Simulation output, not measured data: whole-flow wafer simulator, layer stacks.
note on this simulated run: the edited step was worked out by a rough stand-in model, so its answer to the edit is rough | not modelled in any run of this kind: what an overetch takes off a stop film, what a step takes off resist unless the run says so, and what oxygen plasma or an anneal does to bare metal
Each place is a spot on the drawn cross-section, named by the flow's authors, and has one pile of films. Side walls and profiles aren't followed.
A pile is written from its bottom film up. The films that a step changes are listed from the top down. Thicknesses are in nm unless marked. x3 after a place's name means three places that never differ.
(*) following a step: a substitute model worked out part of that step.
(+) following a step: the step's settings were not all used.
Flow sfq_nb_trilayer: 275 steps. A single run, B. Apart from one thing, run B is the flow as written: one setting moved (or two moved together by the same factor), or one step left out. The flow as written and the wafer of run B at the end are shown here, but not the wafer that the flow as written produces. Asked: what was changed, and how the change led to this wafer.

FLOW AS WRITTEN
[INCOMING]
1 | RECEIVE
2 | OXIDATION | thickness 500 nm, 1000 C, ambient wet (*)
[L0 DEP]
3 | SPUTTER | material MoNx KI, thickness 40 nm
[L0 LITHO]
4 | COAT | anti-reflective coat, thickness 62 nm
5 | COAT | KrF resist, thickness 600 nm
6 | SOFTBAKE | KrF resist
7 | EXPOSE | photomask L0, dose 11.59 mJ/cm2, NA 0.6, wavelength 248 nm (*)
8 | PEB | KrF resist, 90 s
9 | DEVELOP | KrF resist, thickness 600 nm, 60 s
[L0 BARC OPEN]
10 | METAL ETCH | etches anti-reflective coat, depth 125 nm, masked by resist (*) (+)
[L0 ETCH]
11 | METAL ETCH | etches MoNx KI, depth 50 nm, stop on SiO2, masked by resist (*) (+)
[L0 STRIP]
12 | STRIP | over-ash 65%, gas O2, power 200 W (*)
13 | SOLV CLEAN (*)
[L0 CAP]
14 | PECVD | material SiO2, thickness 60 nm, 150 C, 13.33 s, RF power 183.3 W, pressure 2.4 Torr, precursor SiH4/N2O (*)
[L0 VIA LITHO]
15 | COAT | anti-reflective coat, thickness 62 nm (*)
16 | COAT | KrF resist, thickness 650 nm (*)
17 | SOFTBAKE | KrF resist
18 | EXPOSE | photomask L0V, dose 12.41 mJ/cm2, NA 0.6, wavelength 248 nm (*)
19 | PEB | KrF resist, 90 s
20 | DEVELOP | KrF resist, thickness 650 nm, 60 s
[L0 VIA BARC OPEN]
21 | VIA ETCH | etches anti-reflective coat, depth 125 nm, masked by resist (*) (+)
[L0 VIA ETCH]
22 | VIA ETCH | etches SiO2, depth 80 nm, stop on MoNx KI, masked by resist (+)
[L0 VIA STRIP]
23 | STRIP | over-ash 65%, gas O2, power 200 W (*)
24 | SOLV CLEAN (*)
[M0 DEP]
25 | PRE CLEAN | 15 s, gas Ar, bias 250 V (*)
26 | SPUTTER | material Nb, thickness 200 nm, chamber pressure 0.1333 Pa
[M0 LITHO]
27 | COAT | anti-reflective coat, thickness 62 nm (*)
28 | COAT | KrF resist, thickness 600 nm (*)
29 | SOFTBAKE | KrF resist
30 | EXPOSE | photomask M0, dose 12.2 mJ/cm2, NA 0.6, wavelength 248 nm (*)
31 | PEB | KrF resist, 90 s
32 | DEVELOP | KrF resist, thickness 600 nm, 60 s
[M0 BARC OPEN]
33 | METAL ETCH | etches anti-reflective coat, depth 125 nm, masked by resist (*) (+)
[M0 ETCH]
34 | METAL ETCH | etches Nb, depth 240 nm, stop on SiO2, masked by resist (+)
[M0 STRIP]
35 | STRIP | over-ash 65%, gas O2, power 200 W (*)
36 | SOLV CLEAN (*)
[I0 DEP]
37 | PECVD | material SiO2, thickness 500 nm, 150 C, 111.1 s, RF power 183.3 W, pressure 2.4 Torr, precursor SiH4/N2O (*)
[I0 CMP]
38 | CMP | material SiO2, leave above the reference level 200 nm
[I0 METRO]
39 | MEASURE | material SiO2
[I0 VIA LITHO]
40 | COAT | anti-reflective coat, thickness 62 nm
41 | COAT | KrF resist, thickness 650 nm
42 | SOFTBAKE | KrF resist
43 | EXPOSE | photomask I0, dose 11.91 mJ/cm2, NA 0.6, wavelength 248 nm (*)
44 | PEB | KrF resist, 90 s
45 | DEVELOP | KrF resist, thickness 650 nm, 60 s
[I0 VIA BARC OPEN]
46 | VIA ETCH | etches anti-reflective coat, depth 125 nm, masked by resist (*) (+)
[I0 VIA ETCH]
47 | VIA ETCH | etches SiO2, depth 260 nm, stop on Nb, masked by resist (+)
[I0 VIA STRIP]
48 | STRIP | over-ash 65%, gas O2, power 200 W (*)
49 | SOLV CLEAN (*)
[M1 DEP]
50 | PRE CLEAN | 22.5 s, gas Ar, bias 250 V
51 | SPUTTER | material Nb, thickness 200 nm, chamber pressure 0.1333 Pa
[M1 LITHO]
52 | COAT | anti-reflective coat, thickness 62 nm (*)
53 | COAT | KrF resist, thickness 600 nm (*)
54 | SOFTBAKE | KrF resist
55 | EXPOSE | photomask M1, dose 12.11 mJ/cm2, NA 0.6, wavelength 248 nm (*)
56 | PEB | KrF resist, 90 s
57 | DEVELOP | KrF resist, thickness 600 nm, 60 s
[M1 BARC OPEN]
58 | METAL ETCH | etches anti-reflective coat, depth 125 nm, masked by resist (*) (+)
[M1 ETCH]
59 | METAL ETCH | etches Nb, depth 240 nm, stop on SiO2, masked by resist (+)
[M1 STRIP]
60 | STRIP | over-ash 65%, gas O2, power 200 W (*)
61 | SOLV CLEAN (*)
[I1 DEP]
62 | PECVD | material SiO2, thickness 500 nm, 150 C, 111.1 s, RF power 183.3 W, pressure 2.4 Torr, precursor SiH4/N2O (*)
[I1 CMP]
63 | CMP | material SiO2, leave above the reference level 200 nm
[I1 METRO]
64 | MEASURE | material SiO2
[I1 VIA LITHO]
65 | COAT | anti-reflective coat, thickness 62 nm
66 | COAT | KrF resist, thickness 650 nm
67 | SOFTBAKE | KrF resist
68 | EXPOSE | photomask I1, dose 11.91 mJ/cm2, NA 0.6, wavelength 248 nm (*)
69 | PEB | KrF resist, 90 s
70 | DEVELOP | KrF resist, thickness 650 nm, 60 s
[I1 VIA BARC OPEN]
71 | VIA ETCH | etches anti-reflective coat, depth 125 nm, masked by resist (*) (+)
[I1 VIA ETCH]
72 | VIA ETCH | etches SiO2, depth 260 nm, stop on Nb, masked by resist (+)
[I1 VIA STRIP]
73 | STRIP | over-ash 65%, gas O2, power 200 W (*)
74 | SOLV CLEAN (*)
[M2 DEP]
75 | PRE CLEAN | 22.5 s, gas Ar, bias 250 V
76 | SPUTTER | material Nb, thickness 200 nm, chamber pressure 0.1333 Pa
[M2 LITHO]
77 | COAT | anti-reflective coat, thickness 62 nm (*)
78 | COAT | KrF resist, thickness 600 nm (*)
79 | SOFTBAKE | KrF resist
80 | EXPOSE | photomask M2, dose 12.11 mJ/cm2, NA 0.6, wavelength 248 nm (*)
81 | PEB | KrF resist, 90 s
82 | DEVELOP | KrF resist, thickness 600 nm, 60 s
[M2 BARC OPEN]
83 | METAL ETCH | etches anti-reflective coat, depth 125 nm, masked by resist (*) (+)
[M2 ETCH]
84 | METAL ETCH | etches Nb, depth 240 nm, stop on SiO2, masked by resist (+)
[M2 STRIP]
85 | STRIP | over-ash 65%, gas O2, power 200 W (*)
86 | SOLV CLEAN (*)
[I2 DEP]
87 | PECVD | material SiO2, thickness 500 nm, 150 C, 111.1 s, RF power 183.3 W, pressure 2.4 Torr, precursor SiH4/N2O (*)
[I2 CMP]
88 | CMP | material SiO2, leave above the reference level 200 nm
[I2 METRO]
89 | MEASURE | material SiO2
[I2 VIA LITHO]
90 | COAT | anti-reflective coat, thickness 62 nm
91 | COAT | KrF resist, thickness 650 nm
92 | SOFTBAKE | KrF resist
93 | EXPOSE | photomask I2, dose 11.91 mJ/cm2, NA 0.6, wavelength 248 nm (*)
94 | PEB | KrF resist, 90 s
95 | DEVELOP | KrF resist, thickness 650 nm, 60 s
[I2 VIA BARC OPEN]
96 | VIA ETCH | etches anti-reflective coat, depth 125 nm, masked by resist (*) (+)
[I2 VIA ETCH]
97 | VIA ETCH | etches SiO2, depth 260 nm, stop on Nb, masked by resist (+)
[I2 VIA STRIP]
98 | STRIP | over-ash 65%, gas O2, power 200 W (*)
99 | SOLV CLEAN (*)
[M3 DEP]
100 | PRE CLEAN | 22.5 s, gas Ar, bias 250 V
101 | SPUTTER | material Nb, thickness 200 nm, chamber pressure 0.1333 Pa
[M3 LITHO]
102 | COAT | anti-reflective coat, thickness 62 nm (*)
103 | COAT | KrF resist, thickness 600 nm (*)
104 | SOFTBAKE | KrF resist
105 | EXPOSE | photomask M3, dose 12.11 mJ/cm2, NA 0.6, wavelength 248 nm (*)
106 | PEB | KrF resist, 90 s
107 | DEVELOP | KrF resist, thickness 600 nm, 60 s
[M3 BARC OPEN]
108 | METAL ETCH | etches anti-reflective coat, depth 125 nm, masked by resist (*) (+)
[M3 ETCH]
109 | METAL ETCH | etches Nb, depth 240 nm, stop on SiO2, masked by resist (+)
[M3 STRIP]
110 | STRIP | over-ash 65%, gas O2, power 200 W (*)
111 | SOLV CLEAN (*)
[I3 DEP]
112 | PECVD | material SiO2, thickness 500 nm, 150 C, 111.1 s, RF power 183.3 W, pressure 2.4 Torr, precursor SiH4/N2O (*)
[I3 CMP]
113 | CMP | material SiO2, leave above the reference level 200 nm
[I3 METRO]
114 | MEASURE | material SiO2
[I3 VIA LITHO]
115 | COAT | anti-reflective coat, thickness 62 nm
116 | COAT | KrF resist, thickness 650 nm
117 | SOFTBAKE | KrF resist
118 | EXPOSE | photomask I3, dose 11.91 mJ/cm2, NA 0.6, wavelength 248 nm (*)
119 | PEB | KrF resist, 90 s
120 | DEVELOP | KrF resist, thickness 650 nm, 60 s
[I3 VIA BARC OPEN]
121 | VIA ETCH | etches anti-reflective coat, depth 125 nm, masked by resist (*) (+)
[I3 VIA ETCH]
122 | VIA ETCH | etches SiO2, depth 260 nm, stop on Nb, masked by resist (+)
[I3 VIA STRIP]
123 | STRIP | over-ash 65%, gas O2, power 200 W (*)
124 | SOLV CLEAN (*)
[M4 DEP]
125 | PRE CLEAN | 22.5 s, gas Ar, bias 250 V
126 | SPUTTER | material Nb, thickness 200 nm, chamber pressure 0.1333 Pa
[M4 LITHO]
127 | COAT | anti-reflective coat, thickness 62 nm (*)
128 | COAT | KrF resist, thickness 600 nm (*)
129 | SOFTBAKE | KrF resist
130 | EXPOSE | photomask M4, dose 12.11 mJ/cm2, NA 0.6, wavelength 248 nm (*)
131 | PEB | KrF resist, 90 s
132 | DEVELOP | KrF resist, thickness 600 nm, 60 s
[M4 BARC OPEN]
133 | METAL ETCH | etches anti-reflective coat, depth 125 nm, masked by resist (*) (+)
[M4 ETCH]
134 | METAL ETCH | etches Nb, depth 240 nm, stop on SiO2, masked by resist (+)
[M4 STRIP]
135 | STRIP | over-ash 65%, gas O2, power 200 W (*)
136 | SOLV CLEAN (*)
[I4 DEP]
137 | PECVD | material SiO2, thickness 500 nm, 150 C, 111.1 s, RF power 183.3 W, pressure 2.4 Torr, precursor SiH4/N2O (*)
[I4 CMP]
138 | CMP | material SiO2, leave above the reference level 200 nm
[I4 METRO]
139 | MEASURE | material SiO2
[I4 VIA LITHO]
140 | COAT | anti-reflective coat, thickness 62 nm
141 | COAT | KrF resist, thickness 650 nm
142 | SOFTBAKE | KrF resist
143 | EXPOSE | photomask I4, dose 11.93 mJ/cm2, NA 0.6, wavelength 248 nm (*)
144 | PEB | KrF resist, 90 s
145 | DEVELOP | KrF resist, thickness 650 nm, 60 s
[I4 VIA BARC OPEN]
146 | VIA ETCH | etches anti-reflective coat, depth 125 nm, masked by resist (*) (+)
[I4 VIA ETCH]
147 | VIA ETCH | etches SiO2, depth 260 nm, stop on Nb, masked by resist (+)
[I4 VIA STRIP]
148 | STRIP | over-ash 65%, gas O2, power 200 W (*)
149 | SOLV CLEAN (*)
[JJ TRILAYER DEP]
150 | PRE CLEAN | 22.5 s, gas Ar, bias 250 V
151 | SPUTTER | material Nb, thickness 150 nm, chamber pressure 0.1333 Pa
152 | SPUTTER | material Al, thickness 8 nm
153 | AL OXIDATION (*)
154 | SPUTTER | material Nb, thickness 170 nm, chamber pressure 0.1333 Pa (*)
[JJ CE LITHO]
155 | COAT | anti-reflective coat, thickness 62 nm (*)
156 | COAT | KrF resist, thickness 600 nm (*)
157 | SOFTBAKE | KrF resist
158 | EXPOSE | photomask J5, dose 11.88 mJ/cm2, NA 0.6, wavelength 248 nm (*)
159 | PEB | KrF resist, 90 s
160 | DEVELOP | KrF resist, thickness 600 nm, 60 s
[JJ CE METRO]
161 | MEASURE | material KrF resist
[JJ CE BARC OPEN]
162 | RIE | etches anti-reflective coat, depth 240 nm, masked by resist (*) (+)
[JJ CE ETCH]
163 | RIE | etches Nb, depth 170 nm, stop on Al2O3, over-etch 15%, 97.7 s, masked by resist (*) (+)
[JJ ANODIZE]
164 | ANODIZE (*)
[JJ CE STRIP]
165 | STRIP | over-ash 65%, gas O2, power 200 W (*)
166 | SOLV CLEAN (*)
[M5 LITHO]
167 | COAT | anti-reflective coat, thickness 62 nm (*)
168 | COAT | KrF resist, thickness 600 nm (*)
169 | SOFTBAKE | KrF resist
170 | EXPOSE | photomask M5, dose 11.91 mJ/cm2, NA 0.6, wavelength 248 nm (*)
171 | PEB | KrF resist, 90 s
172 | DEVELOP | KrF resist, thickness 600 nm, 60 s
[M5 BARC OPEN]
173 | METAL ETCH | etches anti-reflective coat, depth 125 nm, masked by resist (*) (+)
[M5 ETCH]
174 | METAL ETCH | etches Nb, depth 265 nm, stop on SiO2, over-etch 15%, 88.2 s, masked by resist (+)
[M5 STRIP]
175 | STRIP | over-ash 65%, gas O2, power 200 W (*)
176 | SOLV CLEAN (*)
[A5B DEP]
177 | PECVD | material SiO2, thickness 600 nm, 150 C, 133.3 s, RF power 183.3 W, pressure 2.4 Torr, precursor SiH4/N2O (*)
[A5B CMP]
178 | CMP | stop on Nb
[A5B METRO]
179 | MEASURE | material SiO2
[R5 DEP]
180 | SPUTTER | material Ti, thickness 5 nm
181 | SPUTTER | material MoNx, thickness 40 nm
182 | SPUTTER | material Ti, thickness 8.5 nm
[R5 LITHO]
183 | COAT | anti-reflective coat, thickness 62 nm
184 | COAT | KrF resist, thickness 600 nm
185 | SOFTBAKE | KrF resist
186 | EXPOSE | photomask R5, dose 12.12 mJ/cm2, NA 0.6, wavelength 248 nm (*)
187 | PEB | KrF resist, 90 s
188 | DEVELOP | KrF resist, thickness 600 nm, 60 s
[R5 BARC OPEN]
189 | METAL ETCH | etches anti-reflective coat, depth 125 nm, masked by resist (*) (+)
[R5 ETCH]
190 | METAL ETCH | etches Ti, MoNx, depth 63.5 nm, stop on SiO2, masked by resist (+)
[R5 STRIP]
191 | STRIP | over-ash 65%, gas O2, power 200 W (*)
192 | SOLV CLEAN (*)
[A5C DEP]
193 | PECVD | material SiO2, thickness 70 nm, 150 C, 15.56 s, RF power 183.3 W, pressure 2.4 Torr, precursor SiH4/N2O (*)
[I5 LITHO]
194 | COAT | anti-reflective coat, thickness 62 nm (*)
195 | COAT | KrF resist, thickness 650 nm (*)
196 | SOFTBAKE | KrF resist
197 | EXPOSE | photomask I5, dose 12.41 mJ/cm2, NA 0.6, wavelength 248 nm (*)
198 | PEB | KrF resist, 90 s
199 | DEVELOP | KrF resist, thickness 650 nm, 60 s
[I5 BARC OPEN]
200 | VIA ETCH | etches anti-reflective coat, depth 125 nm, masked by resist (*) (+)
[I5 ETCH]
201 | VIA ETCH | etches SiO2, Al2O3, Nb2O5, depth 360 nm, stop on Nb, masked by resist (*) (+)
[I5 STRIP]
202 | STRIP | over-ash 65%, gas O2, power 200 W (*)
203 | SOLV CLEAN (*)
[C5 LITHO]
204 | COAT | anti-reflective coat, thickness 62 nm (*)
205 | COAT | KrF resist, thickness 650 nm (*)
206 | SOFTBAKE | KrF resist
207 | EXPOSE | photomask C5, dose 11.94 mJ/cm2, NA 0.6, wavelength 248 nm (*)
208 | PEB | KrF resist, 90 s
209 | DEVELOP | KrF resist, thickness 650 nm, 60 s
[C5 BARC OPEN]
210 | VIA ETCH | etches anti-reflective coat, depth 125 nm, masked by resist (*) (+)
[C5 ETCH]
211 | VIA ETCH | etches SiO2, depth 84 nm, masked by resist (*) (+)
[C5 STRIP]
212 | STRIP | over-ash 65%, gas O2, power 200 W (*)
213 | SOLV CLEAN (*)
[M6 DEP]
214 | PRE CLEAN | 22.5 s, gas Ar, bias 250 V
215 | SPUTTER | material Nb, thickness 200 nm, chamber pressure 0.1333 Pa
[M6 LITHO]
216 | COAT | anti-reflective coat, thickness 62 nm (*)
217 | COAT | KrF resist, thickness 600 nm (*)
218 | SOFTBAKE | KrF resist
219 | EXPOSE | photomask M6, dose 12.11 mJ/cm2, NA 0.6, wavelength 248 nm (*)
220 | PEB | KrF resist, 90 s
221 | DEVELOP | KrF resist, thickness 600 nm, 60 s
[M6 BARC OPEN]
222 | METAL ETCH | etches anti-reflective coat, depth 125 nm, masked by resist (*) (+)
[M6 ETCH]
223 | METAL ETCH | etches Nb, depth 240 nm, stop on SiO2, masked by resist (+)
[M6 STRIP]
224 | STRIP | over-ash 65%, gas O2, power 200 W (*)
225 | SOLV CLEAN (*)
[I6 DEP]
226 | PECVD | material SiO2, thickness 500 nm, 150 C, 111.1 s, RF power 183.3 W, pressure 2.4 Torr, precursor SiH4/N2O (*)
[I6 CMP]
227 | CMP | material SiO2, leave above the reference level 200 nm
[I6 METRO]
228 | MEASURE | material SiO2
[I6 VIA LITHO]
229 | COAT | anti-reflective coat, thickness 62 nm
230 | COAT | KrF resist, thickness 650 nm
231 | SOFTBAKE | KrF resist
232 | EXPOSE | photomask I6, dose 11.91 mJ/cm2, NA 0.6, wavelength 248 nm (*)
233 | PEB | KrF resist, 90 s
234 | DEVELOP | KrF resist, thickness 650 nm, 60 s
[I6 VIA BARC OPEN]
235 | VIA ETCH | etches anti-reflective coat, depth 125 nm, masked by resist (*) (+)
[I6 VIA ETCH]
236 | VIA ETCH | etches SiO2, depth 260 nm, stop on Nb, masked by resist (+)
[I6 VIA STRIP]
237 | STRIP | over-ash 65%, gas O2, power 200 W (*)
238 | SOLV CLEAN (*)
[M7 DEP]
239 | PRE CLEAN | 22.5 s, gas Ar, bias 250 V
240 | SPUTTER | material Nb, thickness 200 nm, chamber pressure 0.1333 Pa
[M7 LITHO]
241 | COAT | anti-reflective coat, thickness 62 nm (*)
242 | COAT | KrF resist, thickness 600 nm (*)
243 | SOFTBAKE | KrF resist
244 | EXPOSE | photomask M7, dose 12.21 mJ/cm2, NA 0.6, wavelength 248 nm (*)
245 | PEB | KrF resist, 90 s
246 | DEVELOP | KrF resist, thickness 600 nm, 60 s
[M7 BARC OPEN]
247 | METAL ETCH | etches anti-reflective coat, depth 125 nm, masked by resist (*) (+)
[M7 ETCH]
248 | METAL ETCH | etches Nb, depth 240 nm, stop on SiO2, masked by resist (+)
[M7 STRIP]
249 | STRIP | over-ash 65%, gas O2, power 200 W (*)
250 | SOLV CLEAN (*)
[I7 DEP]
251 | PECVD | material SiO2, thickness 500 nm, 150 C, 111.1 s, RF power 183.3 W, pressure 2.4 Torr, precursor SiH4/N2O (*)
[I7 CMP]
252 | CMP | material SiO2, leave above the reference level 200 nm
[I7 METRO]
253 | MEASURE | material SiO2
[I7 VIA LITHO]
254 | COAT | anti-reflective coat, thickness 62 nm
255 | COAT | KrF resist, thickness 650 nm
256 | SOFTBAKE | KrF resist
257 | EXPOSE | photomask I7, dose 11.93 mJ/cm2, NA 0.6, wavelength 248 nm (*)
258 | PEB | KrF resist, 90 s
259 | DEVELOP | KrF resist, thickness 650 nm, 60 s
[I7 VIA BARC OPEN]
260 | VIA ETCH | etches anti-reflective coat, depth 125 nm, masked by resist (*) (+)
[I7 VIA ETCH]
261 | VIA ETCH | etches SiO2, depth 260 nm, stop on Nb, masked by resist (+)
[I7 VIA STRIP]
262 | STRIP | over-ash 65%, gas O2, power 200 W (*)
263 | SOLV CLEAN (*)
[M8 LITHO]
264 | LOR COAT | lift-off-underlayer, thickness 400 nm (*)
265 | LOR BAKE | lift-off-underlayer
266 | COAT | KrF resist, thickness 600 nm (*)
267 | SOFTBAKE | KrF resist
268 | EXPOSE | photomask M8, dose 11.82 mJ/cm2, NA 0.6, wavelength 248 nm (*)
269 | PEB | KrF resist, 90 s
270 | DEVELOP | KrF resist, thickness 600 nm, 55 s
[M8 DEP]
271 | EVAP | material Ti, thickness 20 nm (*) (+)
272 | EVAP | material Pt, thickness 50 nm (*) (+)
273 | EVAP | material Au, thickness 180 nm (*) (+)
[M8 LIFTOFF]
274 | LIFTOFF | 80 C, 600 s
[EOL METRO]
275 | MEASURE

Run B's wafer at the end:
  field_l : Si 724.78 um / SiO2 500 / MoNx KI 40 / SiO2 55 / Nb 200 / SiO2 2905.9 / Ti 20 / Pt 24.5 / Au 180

The reason: step 272, EVAP: thickness 24.5 nm was run, while the flow as written has thickness 50 nm.
One can read it off the wafer: field_l has Pt 24.5, and step 272 as written asks for 50 nm.

The path from the change to this, step by step:
  272 | EVAP | material Pt, thickness 50 nm (*) (+)
      field_l, v_sur, via_wl and 103 more: +24.5 Pt (new film) (in the flow as written it would be: +50 Pt (new film))
  274 | LIFTOFF | 80 C, 600 s
      p4_fl, p4_fm, p4_w1 and 71 more: -180 Au (all of it), -24.5 Pt (all of it), -20 Ti (all of it), -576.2 KrF resist (all of it), -400 lift-off-underlayer (all of it) (in the flow as written it would be: -180 Au (all of it), -50 Pt (all of it), -20 Ti (all of it), -576.2 KrF resist (all of it), -400 lift-off-underlayer (all of it))
      c5j, ce_r: -180 Au (all of it), -24.5 Pt (all of it), -20 Ti (all of it), -573.3 KrF resist (all of it), -399.3 lift-off-underlayer (all of it) (in the flow as written it would be: -180 Au (all of it), -50 Pt (all of it), -20 Ti (all of it), -573.3 KrF resist (all of it), -399.3 lift-off-underlayer (all of it))
      (as well as at 19 more places)
